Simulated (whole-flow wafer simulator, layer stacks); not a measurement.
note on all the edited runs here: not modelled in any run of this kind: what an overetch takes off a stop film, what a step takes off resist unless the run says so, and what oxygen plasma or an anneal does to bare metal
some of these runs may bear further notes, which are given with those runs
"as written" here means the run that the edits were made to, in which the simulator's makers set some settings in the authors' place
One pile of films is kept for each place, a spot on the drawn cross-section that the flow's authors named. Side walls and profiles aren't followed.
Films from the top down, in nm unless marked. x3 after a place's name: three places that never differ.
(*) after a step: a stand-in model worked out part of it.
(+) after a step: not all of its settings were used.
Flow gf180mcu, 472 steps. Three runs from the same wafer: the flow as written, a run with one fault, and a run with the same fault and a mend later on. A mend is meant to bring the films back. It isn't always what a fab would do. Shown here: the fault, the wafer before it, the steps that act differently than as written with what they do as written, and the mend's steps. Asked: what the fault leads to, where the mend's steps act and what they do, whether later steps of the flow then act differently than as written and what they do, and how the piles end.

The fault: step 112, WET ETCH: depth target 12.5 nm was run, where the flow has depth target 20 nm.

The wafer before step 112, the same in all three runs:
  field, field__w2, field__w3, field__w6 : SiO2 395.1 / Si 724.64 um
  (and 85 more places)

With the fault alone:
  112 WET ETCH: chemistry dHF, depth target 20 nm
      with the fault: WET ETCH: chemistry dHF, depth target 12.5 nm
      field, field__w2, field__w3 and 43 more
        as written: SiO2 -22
        with the fault: SiO2 -13.8
  Later steps of the flow that act differently than as written (53 more steps differ only slightly, by at most 2% or 0.5 nm, whichever is larger, and aren't shown):
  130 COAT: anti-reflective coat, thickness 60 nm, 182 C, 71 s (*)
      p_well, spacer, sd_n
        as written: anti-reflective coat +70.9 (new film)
        with the fault: anti-reflective coat +78.8 (new film)
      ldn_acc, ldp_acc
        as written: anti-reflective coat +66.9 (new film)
        with the fault: anti-reflective coat +70.1 (new film)
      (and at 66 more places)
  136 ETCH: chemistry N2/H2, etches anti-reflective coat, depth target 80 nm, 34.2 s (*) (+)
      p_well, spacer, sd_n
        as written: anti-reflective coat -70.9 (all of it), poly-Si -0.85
        with the fault: anti-reflective coat -78.8 (all of it), poly-Si -0.65
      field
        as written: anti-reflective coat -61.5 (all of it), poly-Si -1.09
        with the fault: anti-reflective coat -58.9 (all of it), poly-Si -1.16
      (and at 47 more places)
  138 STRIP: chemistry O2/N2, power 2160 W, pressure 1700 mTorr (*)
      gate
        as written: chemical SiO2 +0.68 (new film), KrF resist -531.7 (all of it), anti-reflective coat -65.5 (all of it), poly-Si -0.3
        with the fault: chemical SiO2 +0.68 (new film), KrF resist -532 (all of it), anti-reflective coat -69.1 (all of it), poly-Si -0.3
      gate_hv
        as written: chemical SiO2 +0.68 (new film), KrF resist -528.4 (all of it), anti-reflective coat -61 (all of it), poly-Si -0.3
        with the fault: chemical SiO2 +0.68 (new film), KrF resist -530 (all of it), anti-reflective coat -62.3 (all of it), poly-Si -0.3
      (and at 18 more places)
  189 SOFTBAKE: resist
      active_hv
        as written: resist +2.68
        with the fault: resist -0.44
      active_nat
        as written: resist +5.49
        with the fault: resist +9.29
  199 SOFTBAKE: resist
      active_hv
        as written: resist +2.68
        with the fault: resist -0.44
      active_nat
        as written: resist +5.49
        with the fault: resist +9.29
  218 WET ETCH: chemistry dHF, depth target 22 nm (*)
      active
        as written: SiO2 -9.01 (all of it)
        with the fault: SiO2 -8.06 (all of it)
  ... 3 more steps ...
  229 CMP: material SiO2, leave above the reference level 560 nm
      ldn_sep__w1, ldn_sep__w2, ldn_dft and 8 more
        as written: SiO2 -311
        with the fault: SiO2 -319.2
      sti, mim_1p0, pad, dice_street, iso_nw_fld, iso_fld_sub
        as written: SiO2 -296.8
        with the fault: SiO2 -305.1
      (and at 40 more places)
  At the end the piles differ from the flow's by more than 2% or 0.5 nm, whichever is larger, at ld_fp_n, ld_fp_p, npoly_u and 9 more.
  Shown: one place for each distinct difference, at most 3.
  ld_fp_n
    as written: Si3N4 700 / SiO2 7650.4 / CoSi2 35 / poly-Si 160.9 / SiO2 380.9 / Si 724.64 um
    with the fault: Si3N4 700 / SiO2 7642.2 / CoSi2 35 / poly-Si 160.9 / SiO2 389.1 / Si 724.64 um
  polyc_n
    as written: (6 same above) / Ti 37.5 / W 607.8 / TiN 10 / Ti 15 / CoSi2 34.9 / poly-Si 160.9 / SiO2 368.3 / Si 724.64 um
    with the fault: (6 same above) / Ti 37.5 / W 599.5 / TiN 10 / Ti 15 / CoSi2 34.9 / poly-Si 160.9 / SiO2 376.6 / Si 724.64 um
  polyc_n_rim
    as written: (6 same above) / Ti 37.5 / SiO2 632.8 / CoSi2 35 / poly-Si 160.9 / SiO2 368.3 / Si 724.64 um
    with the fault: (6 same above) / Ti 37.5 / SiO2 624.5 / CoSi2 35 / poly-Si 160.9 / SiO2 376.6 / Si 724.64 um

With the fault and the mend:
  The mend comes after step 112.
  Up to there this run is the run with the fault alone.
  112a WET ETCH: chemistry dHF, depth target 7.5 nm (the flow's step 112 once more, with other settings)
      field, field__w2, field__w3 and 43 more
        SiO2 -7.5
  Later steps of the flow that act differently than as written (56 more steps differ only slightly, by at most 2% or 0.5 nm, whichever is larger, and aren't shown):
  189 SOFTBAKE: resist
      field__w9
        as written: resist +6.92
        with the mend: resist -3.07
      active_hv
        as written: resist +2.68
        with the mend: resist -0.53
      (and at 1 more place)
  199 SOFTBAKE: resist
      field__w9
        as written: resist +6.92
        with the mend: resist -3.07
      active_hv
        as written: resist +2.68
        with the mend: resist -0.53
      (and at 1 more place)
  At the end the piles differ from the flow's only slightly at the places that both follow, by at most 2% or 0.5 nm, whichever is larger.
